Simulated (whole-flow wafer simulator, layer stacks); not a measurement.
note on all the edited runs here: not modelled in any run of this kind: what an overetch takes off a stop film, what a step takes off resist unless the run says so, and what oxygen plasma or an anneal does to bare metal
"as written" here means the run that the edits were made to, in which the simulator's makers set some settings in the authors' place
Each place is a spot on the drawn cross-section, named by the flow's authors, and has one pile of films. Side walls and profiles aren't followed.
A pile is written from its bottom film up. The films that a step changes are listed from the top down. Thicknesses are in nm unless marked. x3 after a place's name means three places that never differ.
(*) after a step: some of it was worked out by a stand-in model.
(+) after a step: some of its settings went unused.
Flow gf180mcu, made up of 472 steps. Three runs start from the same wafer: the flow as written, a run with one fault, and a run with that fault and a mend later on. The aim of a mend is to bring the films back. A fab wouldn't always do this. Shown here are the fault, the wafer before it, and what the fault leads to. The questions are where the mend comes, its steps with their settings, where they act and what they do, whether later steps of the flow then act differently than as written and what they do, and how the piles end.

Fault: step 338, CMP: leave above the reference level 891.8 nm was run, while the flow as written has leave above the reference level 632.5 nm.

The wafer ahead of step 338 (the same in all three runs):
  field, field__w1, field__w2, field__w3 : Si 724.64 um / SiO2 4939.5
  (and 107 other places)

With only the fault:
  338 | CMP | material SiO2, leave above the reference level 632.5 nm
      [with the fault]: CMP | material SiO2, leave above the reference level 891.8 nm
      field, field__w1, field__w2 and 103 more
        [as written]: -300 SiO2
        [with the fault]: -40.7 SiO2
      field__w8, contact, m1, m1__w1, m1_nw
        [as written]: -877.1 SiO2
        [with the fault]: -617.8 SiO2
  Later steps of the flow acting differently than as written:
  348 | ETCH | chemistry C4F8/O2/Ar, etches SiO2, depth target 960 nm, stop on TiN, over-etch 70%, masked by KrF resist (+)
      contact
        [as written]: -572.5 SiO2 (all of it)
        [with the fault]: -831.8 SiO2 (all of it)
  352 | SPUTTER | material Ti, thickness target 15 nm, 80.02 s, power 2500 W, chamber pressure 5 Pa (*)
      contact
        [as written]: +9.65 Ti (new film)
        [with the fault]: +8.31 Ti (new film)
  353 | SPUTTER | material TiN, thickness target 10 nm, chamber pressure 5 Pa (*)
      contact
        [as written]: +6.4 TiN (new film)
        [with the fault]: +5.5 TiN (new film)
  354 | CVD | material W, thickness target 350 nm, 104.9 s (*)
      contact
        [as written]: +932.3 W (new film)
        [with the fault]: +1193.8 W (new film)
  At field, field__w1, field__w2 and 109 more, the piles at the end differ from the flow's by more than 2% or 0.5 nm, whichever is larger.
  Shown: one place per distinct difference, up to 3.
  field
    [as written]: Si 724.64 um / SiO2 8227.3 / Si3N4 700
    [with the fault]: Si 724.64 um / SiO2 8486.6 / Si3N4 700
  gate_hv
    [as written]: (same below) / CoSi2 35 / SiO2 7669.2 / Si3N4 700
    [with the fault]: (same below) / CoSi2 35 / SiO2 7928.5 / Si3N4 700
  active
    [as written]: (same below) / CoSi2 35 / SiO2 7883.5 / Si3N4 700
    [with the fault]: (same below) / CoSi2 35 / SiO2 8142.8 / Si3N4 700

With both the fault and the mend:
  The mend stands after step 338.
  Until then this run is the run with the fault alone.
  338a | CMP | material SiO2, leave above the reference level 632.5 nm (a further turn of the flow's step 338)
      field, field__w1, field__w2 and 108 more
        -259.3 SiO2
  None of the later steps of the flow acts differently than as written at any place that is followed.
  At every place that both follow, the piles at the end match the flow's.
